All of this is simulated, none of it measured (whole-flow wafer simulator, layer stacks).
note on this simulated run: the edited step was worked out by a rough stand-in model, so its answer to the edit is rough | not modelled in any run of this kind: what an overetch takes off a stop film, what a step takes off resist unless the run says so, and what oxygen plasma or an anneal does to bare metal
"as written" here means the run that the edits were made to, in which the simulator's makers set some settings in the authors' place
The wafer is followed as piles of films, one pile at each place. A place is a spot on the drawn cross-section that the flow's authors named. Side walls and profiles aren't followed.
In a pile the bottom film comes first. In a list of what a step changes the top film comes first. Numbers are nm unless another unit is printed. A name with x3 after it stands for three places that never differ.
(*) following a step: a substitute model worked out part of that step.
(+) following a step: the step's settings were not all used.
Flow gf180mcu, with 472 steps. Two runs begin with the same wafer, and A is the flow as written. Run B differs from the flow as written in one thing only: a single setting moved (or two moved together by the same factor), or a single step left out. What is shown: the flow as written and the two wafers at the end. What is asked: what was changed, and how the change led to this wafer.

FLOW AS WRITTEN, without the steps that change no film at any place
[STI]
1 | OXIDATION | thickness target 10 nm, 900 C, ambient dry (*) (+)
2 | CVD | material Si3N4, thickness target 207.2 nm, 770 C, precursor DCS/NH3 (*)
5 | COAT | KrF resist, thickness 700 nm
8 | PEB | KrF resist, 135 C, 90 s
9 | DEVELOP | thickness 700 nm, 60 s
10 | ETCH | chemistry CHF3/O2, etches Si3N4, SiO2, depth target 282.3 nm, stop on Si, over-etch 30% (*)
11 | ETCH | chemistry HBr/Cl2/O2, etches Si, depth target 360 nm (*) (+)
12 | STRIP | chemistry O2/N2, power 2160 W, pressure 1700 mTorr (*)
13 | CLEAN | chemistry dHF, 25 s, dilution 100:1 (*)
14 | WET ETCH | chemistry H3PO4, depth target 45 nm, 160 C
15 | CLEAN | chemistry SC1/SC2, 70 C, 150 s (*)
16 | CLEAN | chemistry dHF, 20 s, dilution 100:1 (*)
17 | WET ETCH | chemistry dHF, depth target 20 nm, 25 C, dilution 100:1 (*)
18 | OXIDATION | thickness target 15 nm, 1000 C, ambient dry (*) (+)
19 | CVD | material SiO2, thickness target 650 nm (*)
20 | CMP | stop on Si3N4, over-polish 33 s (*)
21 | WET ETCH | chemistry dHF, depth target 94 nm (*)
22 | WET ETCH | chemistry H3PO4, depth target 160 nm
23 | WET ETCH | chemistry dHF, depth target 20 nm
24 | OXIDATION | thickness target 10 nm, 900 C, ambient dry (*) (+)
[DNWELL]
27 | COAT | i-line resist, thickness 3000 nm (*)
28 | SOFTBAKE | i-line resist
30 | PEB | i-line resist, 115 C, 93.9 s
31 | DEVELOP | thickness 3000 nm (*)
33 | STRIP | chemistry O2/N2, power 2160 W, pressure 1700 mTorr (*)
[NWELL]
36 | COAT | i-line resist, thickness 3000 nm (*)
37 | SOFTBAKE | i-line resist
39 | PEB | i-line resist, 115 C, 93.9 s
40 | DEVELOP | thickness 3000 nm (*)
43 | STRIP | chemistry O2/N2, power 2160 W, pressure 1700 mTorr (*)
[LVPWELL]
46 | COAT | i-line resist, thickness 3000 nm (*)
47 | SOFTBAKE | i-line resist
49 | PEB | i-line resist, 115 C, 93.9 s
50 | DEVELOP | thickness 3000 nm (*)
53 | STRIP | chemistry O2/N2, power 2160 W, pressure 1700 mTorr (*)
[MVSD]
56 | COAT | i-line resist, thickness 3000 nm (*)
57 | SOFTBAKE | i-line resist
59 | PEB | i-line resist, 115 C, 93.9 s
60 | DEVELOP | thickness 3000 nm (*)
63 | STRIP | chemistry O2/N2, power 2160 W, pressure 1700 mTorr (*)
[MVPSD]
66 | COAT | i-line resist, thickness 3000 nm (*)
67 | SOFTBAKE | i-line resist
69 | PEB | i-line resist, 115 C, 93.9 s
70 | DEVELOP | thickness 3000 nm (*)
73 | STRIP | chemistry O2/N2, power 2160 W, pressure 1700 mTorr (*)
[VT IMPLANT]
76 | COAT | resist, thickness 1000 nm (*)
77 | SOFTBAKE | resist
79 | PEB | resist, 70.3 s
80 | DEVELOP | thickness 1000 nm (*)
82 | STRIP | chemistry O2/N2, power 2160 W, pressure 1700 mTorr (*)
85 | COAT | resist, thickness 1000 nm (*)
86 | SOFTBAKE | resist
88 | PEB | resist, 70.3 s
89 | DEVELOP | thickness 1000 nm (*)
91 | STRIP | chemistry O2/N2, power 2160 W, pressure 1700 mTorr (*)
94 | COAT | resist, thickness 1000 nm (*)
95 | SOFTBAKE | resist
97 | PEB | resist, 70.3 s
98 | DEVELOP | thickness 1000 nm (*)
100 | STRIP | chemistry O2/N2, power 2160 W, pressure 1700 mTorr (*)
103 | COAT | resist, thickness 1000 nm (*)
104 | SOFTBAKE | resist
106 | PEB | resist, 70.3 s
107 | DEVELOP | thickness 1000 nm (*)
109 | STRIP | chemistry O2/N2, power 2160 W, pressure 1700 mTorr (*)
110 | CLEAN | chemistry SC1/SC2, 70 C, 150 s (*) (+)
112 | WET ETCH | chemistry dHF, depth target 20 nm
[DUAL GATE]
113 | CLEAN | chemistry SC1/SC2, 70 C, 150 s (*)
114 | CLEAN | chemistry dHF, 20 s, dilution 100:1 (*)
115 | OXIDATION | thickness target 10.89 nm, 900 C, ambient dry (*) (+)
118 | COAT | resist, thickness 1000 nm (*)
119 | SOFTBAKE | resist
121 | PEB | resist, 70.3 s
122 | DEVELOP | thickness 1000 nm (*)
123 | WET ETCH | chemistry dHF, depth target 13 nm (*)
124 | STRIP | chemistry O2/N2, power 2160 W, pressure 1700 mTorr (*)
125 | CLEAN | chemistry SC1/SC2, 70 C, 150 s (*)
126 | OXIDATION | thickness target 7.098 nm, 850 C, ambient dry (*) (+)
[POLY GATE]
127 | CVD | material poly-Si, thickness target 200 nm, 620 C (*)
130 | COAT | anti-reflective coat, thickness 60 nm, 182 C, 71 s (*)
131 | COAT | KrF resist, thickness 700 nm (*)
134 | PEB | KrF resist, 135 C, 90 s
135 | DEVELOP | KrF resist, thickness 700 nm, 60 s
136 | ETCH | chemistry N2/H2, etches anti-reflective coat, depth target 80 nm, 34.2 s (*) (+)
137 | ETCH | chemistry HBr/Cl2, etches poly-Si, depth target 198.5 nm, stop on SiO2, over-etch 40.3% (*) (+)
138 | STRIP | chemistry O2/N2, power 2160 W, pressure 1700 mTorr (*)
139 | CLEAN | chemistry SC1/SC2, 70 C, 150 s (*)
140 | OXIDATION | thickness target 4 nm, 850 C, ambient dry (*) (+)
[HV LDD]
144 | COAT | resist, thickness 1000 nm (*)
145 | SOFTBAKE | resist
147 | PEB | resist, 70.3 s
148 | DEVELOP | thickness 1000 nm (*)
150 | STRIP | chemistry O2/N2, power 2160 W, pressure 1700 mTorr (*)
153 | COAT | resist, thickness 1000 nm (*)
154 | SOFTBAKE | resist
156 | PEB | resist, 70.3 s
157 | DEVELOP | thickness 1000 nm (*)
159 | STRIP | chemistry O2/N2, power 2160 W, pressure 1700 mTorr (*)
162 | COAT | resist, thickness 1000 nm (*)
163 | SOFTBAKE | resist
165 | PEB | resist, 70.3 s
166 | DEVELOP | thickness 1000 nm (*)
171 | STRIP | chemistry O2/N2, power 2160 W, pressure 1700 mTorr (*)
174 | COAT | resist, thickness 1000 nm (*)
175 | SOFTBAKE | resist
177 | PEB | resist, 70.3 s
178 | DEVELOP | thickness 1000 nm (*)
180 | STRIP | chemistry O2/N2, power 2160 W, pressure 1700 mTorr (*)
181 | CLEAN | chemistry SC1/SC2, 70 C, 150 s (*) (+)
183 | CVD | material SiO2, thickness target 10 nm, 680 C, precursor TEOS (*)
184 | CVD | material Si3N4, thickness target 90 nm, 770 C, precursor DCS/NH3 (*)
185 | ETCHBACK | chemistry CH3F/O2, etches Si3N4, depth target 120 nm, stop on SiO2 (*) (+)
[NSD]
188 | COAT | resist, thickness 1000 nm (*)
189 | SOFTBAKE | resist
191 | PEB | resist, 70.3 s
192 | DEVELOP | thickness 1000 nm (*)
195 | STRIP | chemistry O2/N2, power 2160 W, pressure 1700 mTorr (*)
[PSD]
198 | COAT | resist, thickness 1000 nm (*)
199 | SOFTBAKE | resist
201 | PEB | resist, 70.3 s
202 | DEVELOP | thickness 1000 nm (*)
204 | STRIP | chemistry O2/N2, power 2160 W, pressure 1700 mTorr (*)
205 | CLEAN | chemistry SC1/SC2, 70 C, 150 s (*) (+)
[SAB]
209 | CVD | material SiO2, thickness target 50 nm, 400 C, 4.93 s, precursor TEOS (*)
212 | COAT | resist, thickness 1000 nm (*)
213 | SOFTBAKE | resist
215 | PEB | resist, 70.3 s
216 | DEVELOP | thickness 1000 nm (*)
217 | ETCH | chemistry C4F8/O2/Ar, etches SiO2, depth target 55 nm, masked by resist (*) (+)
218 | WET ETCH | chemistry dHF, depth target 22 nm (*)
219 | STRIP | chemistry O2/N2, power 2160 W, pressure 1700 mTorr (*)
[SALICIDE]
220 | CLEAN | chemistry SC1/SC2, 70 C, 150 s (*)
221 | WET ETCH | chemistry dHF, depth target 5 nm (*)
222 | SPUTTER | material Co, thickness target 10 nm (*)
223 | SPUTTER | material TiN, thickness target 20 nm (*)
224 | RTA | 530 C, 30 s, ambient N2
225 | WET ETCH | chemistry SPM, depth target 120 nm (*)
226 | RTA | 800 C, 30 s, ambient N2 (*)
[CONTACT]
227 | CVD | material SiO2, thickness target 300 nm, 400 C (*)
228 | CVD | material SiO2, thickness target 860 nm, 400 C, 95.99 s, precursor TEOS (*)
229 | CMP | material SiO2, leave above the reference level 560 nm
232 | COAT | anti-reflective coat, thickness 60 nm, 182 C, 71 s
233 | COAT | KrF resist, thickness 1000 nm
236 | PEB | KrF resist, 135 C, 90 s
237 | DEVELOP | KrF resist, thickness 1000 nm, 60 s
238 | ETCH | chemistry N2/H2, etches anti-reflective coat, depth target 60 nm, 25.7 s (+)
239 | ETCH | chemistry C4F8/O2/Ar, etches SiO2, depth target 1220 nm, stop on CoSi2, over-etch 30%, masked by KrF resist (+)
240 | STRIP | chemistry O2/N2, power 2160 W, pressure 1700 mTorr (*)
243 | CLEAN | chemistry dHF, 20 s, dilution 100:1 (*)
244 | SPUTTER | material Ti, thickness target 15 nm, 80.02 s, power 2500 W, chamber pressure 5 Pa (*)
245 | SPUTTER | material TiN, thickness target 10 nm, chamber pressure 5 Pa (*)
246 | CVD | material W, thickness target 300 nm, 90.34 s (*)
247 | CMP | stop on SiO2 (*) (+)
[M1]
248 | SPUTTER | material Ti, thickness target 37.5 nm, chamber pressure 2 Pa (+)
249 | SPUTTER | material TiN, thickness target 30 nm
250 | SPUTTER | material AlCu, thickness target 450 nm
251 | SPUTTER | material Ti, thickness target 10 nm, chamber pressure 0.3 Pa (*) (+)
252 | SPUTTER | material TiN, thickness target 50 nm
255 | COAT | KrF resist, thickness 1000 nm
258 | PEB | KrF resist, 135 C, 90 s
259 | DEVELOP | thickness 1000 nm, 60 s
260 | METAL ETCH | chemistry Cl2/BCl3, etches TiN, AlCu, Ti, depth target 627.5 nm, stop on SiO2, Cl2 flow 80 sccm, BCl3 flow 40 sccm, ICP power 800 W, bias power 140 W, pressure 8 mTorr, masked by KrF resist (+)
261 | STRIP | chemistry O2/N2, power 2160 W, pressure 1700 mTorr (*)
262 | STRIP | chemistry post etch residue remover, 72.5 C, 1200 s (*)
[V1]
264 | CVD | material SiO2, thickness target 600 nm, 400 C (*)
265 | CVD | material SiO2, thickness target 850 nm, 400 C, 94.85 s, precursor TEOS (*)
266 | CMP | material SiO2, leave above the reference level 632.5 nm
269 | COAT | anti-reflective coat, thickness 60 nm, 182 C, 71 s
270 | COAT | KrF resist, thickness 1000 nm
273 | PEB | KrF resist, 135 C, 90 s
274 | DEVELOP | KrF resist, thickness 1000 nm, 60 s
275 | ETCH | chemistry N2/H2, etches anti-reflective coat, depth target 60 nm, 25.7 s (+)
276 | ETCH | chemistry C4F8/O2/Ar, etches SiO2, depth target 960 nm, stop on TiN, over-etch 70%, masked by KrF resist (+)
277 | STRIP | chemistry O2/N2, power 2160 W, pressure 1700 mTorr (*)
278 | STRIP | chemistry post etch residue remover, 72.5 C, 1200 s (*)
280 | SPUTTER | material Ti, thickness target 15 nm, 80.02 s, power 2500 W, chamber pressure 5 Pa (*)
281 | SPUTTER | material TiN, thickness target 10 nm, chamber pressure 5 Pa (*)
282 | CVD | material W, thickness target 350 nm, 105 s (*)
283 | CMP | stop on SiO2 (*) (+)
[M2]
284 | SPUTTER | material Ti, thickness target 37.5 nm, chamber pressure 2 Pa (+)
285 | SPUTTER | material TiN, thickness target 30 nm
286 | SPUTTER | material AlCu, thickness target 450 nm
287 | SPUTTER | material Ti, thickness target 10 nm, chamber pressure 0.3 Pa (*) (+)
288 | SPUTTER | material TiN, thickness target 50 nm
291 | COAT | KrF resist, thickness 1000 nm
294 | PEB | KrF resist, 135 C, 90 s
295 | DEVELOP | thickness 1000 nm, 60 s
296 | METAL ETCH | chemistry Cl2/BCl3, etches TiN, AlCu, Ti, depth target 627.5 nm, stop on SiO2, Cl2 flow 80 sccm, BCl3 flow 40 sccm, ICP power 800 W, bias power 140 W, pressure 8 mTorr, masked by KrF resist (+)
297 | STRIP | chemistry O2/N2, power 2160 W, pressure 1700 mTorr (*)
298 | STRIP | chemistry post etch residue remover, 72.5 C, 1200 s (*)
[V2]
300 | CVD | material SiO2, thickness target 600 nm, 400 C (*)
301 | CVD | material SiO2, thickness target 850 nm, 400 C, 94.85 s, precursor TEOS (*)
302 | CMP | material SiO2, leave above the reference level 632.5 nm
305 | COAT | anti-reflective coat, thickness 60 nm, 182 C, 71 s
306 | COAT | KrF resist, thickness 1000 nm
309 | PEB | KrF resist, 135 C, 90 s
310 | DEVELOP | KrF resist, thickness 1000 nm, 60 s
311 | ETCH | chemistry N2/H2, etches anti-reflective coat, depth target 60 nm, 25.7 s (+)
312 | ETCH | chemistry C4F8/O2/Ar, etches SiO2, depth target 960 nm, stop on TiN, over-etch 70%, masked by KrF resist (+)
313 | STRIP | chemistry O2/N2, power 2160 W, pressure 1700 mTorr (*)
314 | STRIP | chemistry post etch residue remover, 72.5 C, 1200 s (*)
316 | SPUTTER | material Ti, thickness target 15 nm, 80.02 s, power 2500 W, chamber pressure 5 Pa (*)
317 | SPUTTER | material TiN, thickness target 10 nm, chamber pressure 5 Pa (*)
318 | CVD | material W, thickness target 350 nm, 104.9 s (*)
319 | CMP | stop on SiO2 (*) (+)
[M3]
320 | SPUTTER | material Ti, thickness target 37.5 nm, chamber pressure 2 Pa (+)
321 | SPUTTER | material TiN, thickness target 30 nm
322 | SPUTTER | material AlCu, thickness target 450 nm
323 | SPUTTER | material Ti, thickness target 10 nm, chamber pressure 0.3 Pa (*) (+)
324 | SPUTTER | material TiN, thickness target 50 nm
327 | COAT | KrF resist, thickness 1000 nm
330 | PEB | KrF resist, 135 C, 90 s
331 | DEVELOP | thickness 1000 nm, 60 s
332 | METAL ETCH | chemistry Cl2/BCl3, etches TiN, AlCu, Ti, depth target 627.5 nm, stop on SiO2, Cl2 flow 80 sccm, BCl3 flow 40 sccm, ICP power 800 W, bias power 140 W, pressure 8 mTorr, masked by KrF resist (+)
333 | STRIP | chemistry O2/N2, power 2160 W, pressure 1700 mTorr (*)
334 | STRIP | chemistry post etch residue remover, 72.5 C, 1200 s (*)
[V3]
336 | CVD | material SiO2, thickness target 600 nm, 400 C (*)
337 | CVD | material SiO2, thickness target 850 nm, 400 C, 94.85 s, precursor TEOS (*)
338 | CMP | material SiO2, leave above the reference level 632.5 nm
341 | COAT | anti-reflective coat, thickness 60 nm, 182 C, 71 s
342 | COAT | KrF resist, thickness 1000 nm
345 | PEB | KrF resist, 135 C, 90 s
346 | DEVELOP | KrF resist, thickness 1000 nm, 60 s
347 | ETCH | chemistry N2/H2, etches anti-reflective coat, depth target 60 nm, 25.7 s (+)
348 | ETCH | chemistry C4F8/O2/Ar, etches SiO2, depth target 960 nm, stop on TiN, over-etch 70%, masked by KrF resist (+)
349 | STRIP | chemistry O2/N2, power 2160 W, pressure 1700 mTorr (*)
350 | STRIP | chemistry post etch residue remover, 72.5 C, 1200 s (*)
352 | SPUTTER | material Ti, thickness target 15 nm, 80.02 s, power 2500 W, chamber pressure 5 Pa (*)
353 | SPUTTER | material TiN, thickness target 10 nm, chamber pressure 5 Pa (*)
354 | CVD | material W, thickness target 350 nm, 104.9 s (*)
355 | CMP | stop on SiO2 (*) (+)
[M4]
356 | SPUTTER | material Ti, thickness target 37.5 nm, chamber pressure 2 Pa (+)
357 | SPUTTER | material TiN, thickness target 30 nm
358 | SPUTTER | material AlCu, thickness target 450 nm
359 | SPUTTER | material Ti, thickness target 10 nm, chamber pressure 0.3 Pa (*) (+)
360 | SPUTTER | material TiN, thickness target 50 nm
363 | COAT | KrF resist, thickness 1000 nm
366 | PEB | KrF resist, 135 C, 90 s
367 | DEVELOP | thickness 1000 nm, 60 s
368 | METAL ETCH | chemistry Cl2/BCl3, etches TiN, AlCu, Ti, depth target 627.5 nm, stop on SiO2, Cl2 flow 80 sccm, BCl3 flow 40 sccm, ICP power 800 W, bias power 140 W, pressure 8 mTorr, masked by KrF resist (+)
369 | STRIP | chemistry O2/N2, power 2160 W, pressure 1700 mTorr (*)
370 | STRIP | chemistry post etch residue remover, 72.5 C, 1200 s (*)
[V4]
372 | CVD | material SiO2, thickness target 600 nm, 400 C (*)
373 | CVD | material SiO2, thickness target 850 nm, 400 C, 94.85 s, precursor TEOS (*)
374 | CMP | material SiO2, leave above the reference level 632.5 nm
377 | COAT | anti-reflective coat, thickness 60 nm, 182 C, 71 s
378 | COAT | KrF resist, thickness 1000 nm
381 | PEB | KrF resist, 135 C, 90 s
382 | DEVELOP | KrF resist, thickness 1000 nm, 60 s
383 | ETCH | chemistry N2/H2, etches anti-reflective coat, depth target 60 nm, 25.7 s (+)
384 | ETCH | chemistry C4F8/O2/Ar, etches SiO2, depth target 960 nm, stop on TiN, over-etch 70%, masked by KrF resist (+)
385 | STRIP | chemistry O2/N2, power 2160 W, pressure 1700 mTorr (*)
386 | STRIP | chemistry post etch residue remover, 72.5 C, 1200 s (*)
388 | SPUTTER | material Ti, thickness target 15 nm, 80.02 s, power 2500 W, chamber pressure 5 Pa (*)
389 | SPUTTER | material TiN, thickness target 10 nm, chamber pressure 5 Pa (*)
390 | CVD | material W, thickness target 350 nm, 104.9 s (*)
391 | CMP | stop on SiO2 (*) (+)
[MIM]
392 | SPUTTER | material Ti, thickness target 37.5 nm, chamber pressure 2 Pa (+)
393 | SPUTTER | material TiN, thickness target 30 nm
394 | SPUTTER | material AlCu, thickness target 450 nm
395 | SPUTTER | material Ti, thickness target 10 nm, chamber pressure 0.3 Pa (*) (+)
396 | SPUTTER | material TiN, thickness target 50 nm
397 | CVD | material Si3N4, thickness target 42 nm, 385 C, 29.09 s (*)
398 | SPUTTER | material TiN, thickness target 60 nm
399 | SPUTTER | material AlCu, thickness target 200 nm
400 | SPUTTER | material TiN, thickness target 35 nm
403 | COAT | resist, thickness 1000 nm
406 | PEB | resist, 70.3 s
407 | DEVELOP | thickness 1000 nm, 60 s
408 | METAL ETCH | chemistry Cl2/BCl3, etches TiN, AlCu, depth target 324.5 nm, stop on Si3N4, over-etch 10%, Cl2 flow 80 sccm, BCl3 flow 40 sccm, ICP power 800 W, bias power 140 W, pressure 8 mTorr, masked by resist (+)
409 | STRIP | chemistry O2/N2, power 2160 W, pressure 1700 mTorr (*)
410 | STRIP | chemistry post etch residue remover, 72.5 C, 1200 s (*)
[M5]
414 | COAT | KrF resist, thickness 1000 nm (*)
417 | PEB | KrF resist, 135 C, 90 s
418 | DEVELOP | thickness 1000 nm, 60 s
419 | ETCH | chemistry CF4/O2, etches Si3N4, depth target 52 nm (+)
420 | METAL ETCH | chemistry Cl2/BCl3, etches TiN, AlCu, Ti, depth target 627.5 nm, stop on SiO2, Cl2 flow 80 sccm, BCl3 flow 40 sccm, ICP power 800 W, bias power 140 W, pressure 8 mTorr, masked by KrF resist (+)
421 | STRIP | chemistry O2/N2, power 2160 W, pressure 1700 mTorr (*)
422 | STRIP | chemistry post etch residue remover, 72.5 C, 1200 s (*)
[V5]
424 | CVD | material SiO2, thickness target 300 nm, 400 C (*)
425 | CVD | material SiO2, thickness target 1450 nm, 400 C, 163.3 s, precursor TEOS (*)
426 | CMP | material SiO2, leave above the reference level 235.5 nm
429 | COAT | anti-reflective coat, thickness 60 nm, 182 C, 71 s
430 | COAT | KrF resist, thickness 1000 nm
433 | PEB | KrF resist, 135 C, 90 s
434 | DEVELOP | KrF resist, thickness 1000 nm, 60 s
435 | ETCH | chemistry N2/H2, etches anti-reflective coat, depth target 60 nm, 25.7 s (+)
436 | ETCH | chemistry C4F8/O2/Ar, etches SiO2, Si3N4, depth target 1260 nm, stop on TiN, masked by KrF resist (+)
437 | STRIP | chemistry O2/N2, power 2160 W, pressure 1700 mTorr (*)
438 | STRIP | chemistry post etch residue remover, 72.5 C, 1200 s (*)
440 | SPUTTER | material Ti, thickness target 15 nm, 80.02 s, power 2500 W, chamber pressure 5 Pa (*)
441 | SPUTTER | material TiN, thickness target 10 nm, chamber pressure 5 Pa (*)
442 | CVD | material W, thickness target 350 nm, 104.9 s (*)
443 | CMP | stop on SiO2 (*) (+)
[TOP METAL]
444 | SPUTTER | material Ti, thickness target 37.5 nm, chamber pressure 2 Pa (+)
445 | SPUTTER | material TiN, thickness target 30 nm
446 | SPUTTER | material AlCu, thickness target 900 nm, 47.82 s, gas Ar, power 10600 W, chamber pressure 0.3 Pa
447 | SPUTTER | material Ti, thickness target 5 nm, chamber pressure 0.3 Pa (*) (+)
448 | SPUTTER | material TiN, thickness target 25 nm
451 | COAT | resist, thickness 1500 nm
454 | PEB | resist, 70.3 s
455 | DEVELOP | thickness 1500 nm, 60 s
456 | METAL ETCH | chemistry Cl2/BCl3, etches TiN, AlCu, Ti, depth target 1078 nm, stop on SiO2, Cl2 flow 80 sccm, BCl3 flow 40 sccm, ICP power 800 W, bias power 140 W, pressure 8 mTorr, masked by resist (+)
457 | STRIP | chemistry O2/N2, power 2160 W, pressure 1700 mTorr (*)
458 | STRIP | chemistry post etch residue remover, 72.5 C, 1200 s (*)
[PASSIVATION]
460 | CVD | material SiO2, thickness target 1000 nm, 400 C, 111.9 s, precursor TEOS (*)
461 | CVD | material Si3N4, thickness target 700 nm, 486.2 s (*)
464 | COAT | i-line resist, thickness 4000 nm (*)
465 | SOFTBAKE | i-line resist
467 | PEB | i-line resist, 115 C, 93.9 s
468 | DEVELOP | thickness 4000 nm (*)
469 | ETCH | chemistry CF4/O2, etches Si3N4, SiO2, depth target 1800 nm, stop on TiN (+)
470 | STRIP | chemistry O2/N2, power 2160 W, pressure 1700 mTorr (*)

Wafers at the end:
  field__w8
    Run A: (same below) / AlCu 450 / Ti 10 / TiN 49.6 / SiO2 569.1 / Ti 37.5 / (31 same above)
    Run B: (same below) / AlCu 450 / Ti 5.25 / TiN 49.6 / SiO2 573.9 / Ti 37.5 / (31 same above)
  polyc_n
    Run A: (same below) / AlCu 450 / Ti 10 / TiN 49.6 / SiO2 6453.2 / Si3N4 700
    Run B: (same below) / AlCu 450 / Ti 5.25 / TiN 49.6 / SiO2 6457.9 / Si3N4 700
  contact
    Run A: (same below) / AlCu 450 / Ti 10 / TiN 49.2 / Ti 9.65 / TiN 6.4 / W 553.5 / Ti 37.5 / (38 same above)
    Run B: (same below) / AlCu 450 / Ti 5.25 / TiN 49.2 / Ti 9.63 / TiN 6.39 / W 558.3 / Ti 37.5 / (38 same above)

Cause: step 251, SPUTTER: thickness target 5.25 nm was run, though the flow has thickness target 10 nm.
The wafer itself shows it: field__w8 has Ti 5.25, and step 251 as written asks for 10 nm.

How this came from the change, step by step:
  251 | SPUTTER | material Ti, thickness target 10 nm, chamber pressure 0.3 Pa (*) (+)
      field, field__w1, field__w2 and 108 more: A Ti gains 10 (new film) | B Ti gains 5.25 (new film)
  260 | METAL ETCH | chemistry Cl2/BCl3, etches TiN, AlCu, Ti, depth target 627.5 nm, stop on SiO2, Cl2 flow 80 sccm, BCl3 flow 40 sccm, ICP power 800 W, bias power 140 W, pressure 8 mTorr, masked by KrF resist (+)
      field, field__w1, field__w2 and 99 more: A TiN loses 50 (all of it), Ti loses 10 (all of it), AlCu loses 450 (all of it), TiN loses 30 (all of it), Ti loses 37.5 (all of it) | B TiN loses 50 (all of it), Ti loses 5.25 (all of it), AlCu loses 450 (all of it), TiN loses 30 (all of it), Ti loses 37.5 (all of it)
